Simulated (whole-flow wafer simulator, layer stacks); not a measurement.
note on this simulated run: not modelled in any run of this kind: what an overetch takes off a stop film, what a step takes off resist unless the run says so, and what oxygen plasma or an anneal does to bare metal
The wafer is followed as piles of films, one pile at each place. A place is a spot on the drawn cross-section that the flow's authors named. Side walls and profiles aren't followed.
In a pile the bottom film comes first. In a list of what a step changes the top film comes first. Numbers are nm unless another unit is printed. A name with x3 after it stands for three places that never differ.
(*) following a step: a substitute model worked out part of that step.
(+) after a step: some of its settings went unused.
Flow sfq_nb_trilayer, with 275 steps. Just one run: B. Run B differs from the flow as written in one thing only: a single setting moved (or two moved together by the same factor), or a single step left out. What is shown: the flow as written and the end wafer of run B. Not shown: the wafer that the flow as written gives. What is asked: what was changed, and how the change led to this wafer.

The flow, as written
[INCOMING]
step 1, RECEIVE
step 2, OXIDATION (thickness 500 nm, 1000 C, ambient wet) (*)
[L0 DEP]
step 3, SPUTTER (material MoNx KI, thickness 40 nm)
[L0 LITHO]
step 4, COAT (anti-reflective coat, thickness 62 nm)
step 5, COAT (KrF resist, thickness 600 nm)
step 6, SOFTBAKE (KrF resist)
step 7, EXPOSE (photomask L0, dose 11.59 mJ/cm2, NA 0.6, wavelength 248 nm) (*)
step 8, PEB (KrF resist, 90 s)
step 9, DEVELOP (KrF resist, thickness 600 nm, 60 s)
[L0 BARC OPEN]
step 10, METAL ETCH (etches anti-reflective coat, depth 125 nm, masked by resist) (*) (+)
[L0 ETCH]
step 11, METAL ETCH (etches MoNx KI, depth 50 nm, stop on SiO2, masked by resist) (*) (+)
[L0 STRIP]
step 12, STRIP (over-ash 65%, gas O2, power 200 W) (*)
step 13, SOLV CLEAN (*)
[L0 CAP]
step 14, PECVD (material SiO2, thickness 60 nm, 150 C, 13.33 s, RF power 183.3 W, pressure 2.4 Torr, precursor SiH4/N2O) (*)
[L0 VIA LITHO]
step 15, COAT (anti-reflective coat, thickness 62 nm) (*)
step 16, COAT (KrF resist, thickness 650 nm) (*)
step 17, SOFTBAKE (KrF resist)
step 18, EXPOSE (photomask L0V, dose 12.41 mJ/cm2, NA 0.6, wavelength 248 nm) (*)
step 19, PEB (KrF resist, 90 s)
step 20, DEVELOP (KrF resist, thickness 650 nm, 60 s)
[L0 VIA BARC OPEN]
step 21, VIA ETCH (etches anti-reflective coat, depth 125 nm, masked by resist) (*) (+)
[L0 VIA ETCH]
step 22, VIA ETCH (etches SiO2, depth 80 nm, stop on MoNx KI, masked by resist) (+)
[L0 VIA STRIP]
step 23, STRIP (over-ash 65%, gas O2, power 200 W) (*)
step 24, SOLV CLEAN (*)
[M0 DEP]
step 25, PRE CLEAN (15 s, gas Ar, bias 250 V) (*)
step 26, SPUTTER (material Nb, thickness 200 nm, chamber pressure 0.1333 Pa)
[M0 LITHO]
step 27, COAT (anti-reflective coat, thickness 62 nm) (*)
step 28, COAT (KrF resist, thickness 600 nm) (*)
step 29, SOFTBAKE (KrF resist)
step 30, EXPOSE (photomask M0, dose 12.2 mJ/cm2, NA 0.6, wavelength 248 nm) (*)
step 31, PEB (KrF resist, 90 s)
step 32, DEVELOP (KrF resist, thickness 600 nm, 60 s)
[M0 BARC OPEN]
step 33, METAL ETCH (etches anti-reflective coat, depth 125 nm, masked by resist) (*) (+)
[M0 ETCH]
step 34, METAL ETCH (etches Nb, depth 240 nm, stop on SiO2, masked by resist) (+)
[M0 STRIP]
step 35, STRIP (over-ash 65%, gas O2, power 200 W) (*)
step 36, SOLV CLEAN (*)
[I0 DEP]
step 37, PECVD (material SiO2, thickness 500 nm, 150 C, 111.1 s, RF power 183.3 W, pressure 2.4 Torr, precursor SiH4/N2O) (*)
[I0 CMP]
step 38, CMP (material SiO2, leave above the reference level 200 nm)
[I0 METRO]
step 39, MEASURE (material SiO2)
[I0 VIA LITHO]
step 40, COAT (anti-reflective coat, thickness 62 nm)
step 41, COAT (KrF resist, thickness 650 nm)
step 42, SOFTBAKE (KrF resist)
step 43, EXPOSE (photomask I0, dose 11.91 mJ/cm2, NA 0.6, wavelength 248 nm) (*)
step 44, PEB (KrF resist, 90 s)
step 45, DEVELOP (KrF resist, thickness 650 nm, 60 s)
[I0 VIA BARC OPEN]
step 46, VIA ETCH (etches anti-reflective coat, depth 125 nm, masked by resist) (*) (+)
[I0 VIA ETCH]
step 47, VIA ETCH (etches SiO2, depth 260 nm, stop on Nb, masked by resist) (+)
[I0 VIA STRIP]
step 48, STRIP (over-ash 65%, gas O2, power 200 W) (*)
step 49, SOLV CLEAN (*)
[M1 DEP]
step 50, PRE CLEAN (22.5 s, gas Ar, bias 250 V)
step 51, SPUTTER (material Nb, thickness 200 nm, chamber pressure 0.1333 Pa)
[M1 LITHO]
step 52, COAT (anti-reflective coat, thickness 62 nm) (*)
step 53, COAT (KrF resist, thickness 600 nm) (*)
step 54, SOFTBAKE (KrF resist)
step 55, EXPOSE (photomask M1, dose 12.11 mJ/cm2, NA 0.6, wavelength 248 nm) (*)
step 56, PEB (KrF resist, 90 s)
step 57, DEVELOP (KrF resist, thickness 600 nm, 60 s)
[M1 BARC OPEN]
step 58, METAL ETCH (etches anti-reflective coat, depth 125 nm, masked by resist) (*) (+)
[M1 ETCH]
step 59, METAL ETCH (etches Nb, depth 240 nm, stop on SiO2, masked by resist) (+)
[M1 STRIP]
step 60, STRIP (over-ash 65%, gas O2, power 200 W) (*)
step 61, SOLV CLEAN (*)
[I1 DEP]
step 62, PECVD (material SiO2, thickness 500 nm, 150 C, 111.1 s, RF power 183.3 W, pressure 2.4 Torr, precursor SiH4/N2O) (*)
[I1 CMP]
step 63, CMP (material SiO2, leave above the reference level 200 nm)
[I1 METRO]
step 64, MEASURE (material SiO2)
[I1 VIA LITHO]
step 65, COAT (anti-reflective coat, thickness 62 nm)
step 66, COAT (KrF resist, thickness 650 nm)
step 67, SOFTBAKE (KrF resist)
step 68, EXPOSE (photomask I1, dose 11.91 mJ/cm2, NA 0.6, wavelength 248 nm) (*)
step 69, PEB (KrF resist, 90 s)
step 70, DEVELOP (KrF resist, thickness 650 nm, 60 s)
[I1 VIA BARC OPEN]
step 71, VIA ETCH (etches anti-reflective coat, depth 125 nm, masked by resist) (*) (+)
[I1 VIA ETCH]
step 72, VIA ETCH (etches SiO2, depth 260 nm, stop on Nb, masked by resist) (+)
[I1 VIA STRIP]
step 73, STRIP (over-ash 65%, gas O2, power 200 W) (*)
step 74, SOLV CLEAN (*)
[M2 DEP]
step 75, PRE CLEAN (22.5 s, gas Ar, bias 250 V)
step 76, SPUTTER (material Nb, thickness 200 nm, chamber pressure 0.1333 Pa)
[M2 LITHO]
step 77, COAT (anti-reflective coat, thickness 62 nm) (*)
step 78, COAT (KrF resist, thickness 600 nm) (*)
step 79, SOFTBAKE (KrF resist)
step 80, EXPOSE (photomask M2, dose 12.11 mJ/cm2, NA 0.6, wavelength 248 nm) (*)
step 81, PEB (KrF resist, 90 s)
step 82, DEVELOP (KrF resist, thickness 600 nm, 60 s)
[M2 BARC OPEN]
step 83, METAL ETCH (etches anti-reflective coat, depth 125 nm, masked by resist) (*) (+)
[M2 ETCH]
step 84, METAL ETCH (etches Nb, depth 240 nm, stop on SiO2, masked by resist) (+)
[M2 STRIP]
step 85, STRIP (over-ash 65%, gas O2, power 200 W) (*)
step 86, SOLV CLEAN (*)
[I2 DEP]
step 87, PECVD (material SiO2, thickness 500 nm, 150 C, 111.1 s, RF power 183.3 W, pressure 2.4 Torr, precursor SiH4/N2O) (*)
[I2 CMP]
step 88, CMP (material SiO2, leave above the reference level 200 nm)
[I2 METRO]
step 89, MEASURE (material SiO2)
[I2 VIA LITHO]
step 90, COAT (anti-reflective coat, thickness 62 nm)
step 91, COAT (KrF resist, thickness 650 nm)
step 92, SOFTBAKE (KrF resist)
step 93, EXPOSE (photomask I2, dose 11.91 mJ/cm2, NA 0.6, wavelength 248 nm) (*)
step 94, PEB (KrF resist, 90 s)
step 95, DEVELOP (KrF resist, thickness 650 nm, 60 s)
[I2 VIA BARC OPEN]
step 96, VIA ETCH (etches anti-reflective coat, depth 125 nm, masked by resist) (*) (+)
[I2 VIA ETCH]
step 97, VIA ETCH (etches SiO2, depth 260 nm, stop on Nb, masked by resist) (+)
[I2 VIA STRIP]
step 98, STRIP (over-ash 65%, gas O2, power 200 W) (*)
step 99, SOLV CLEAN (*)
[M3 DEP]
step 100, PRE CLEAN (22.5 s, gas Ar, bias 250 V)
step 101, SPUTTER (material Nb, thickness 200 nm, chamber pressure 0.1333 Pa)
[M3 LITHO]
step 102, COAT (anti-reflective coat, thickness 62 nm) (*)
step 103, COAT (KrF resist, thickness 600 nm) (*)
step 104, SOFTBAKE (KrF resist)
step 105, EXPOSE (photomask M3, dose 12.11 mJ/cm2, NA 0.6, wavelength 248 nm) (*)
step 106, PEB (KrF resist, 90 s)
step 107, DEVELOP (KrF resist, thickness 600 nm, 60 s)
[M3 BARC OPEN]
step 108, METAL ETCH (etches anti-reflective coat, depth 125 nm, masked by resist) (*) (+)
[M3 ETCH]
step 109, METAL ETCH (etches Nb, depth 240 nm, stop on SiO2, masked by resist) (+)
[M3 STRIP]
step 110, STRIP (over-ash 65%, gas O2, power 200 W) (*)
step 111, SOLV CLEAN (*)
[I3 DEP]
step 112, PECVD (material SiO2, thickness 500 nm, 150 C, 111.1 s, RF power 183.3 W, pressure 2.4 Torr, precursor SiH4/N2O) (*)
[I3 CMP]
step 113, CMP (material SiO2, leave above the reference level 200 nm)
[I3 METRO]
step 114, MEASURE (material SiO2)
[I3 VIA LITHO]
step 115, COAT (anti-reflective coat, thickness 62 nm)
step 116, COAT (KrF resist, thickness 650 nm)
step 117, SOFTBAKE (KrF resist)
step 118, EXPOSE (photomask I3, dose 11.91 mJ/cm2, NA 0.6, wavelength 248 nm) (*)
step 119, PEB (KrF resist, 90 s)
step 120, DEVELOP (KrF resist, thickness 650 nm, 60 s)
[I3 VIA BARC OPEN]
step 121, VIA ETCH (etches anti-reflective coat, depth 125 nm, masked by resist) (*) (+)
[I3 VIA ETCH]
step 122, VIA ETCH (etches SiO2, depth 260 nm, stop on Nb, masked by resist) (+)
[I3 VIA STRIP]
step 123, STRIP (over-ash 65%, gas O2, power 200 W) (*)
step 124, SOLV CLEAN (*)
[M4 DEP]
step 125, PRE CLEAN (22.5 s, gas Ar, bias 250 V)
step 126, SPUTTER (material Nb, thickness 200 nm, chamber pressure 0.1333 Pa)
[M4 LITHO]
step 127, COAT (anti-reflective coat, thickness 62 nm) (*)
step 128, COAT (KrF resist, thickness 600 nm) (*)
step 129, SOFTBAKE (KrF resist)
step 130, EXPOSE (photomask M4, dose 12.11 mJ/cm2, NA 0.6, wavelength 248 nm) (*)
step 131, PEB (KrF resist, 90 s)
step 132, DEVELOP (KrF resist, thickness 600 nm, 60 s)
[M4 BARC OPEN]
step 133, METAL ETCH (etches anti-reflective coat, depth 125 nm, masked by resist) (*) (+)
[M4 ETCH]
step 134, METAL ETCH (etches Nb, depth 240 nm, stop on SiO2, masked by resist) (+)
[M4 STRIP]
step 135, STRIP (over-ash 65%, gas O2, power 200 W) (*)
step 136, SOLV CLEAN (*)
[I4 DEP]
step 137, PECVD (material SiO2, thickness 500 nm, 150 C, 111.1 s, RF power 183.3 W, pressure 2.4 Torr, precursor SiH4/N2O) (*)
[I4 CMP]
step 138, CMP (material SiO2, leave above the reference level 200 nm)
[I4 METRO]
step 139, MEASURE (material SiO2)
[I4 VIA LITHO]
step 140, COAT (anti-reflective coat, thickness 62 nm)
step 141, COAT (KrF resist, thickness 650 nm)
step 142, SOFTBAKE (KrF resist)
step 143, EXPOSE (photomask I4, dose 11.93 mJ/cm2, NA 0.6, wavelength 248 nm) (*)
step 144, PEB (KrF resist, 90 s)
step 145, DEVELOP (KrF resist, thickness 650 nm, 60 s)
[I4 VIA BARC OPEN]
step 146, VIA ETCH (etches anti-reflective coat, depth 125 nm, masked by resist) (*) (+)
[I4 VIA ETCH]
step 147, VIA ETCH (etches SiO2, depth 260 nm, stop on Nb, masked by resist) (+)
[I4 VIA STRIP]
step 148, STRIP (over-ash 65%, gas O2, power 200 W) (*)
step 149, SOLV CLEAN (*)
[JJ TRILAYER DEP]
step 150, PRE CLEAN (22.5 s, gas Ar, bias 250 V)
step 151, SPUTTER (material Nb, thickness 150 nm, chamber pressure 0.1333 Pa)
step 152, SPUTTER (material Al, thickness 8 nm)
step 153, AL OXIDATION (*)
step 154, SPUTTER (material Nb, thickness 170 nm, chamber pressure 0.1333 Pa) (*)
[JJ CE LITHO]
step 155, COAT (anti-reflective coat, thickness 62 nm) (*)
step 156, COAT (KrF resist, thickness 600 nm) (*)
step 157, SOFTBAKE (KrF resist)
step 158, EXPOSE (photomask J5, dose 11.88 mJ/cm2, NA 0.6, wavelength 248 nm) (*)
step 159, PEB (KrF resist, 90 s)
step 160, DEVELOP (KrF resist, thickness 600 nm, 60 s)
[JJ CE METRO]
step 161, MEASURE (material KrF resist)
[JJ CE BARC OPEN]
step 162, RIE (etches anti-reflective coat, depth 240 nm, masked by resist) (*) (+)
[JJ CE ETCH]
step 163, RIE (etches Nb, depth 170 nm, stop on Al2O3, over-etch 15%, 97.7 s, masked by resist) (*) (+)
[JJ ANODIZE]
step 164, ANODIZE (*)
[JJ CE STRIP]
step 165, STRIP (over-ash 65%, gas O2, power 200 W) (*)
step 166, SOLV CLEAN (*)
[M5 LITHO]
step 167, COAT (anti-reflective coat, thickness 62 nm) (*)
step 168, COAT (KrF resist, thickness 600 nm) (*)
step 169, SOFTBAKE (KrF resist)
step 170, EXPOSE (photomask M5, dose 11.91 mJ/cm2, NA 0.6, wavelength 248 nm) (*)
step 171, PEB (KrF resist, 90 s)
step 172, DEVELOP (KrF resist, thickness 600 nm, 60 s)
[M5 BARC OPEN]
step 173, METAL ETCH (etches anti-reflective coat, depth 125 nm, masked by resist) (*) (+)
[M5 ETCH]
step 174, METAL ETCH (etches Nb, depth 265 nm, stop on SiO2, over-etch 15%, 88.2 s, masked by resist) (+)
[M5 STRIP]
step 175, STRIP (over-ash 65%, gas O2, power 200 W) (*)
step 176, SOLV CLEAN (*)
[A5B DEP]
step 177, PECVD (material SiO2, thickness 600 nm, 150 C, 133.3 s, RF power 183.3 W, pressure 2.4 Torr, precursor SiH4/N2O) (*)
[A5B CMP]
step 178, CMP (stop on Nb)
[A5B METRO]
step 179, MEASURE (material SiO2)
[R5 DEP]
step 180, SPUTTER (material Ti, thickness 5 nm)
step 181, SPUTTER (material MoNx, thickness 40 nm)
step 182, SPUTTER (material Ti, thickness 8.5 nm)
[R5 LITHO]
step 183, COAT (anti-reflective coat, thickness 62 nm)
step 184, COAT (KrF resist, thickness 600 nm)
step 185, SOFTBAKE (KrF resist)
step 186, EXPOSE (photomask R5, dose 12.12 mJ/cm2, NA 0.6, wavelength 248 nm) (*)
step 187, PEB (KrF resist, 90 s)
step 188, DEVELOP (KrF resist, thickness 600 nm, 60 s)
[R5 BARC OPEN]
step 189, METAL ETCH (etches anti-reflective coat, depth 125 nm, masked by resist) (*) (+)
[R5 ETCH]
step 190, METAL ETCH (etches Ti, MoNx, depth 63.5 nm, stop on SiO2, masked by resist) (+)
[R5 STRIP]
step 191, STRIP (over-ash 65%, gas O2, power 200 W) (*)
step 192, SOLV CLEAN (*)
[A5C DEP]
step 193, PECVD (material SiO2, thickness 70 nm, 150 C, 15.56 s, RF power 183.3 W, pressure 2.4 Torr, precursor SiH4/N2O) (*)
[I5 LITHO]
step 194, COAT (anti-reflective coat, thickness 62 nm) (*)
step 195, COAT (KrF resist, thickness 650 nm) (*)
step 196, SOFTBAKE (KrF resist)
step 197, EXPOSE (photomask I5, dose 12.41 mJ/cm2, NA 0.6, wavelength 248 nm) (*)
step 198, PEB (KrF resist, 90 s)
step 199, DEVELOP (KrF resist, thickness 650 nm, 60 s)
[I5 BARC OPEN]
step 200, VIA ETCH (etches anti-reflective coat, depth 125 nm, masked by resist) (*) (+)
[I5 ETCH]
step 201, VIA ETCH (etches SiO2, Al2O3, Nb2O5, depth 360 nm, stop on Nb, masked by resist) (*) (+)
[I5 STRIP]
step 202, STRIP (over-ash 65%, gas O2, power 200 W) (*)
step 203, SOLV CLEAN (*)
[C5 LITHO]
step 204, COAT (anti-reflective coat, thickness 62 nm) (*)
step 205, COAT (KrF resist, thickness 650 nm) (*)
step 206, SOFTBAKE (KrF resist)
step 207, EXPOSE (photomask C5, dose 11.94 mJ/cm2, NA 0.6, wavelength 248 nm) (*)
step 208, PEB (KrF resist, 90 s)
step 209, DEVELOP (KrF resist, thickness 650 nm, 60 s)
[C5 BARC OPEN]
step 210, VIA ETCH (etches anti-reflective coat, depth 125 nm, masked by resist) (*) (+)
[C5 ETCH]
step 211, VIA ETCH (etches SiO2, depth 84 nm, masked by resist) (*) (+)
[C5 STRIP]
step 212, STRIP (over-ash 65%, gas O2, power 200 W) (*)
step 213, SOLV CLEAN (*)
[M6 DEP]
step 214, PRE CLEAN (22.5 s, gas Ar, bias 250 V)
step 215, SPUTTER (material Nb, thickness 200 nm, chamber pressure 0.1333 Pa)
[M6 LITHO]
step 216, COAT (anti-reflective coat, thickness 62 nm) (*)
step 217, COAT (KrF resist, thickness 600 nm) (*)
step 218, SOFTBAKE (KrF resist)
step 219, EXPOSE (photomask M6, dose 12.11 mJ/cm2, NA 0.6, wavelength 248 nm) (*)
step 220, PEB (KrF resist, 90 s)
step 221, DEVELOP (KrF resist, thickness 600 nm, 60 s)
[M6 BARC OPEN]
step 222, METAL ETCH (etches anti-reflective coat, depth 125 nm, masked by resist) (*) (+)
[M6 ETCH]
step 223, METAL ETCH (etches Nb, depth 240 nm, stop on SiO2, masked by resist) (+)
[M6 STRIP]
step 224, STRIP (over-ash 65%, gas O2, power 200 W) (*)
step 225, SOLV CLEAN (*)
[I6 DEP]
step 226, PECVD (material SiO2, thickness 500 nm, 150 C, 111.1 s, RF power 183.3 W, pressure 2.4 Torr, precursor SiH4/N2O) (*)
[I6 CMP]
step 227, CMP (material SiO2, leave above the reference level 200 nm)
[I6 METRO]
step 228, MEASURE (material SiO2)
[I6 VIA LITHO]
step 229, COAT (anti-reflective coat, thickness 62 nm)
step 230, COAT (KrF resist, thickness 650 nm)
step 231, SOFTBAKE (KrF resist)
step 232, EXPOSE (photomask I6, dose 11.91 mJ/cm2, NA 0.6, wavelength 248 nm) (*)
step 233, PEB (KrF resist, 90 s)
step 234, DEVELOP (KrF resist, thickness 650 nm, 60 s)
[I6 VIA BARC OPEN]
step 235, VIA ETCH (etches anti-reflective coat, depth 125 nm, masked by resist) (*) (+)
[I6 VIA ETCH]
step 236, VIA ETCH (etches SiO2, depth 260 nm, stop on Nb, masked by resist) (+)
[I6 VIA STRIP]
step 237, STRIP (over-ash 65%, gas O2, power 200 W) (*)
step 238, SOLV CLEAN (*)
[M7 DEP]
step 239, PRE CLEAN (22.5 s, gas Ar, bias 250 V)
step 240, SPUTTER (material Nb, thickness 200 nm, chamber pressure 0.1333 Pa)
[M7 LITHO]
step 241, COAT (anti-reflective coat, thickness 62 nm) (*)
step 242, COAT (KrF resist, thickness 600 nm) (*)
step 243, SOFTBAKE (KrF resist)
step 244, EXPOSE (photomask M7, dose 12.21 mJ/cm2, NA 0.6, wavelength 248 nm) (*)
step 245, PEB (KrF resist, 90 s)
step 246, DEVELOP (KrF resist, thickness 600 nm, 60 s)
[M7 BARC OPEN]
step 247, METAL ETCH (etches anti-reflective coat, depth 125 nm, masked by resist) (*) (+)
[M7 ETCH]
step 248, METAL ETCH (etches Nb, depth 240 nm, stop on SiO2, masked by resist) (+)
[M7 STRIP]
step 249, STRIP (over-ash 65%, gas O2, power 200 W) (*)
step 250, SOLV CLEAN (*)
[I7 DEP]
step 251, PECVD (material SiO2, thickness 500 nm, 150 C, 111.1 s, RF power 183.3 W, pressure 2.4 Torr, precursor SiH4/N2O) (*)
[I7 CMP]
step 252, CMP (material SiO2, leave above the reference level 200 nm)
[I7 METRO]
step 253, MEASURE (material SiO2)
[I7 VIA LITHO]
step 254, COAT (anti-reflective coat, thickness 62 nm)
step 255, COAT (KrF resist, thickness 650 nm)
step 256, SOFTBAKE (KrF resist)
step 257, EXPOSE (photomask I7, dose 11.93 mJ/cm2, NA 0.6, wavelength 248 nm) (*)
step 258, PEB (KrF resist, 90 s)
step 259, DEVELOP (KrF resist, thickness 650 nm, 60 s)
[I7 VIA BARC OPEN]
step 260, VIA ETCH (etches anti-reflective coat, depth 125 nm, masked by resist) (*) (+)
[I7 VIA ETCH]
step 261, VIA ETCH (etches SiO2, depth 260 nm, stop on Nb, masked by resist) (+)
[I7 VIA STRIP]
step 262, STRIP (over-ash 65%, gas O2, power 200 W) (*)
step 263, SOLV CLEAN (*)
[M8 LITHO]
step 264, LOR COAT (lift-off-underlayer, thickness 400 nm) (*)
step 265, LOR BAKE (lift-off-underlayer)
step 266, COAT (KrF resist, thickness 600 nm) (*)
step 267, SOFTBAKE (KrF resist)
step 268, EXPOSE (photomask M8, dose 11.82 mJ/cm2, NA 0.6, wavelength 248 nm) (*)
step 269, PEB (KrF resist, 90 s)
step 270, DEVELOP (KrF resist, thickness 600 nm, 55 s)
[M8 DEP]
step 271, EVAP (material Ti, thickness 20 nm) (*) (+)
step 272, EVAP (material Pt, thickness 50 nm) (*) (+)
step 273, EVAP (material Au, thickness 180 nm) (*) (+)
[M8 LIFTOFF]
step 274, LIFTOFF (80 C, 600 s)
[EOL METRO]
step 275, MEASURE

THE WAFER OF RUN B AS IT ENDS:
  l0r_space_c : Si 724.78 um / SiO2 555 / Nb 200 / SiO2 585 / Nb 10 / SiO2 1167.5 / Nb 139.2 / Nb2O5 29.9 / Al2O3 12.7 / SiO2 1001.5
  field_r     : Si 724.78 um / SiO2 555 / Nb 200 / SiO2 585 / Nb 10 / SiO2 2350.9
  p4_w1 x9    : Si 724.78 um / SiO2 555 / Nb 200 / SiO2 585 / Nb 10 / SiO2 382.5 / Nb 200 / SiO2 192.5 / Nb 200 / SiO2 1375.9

Cause: step 84, METAL ETCH: depth 190 nm was run, while the flow as written has depth 240 nm.

The path from the change to this, step by step:
  step 84, METAL ETCH (etches Nb, depth 240 nm, stop on SiO2, masked by resist) (+)
      field_l, be, be_sur and 81 more: Nb loses 190 (it would be, as written: Nb loses 200 (all of it))
      v_sur, via_wl, via_w and 19 more: KrF resist loses 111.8 (it would be, as written: KrF resist loses 141.2)
  step 85, STRIP (over-ash 65%, gas O2, power 200 W) (*)
      wl_j_sl, wl_jj, wl_j_sr and 12 more: KrF resist loses 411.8 (all of it), anti-reflective coat loses 62 (all of it) (it would be, as written: KrF resist loses 382.4 (all of it), anti-reflective coat loses 62 (all of it))
      v_sur: KrF resist loses 409.5 (all of it), anti-reflective coat loses 61.4 (all of it) (it would be, as written: KrF resist loses 380 (all of it), anti-reflective coat loses 61.4 (all of it))
      (as well as at 6 more places)
  step 87, PECVD (material SiO2, thickness 500 nm, 150 C, 111.1 s, RF power 183.3 W, pressure 2.4 Torr, precursor SiH4/N2O) (*)
      field_l, be, be_sur and 81 more: SiO2 gains 500 (new film) (it would be, as written: SiO2 gains 500)
  step 88, CMP (material SiO2, leave above the reference level 200 nm)
      field_l, be, be_sur and 81 more: SiO2 loses 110 (it would be, as written: SiO2 loses 100)
If metal films that touch count as one body, l0r_space_c has 3 bodies (between them, from the top down: SiO2 1167.5; SiO2 585); the flow as written gives 2 bodies (between them, from the top down: SiO2 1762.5).
If metal films that touch count as one body, field_r has 2 bodies (between them, from the top down: SiO2 585); the flow as written gives 1 body.
If metal films that touch count as one body, p4_w1 x9 has 4 bodies (between them, from the top down: SiO2 192.5; SiO2 382.5; SiO2 585); the flow as written gives 3 bodies (between them, from the top down: SiO2 192.5; SiO2 977.5).
